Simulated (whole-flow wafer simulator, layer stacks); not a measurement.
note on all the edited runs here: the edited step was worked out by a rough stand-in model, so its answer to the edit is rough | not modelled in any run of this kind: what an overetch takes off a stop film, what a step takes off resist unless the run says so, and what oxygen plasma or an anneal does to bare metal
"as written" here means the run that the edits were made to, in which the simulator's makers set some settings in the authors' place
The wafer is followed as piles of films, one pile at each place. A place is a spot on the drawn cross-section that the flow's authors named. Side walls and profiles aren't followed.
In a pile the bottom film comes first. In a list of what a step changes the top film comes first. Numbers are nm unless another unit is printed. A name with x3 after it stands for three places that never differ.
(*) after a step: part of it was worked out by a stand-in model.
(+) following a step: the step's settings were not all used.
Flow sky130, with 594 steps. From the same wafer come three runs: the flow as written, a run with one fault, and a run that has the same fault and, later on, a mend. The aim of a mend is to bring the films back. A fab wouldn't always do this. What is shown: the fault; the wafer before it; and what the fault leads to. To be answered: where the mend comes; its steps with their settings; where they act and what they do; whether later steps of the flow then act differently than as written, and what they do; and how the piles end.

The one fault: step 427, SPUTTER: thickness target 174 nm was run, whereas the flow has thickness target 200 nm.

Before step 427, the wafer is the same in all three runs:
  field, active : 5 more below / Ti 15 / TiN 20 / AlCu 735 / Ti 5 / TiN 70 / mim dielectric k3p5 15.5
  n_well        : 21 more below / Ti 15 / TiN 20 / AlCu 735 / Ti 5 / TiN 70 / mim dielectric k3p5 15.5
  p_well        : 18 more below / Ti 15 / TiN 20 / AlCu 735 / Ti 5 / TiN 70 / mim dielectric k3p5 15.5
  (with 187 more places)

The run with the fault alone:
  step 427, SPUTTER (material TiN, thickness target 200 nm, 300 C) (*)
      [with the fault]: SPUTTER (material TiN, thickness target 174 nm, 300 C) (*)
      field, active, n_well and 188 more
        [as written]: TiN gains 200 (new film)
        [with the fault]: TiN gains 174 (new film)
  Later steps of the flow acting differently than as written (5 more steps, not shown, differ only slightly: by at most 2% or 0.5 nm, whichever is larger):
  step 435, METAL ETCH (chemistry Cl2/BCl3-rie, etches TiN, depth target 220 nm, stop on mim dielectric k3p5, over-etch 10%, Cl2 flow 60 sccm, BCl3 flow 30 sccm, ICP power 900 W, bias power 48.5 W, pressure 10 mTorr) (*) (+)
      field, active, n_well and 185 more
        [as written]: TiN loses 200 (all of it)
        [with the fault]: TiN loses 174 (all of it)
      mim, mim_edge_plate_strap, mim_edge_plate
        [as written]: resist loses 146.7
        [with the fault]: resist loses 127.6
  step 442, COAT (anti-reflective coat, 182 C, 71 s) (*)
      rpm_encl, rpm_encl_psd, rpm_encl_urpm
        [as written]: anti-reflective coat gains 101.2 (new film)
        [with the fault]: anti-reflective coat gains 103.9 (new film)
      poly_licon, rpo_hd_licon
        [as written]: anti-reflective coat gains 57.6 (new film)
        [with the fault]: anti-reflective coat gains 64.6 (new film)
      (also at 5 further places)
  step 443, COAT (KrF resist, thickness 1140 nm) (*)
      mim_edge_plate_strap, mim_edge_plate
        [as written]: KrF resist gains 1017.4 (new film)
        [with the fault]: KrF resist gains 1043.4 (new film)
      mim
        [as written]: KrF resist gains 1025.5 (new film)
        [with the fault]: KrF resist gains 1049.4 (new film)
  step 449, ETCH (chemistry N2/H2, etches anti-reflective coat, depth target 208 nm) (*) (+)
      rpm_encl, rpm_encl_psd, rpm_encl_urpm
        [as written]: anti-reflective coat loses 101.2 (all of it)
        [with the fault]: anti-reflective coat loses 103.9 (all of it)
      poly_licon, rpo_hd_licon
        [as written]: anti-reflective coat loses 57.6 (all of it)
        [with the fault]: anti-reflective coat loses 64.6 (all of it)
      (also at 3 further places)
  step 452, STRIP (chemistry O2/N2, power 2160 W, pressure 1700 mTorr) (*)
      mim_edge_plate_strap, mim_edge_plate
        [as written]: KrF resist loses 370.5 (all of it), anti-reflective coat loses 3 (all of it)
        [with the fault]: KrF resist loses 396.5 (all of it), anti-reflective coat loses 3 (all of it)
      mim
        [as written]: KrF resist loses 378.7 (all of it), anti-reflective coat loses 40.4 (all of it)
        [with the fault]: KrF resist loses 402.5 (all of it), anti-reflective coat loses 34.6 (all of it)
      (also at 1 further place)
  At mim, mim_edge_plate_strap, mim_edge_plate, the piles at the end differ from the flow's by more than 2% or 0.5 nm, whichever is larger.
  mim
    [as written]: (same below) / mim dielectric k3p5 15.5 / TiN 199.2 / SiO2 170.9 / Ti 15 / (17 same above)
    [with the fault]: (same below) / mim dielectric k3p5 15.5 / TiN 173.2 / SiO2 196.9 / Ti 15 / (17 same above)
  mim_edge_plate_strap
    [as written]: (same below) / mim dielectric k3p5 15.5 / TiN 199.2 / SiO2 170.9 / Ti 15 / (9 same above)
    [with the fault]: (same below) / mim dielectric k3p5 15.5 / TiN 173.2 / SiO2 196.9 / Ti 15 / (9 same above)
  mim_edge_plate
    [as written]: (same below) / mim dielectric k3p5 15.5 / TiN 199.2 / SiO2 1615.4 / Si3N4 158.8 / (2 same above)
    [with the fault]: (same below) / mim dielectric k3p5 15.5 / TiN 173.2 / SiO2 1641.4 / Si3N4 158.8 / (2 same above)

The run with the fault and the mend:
  After step 427 comes the mend.
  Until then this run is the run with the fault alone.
  step 427a, SPUTTER (material TiN, thickness target 26 nm, 300 C) (*) (the flow's step 427, run once more with other settings)
      field, active, n_well and 188 more
        TiN gains 26
  Every later step of the flow that is run acts as written at every place that is followed.
  At every place that both follow, the piles at the end match the flow's.
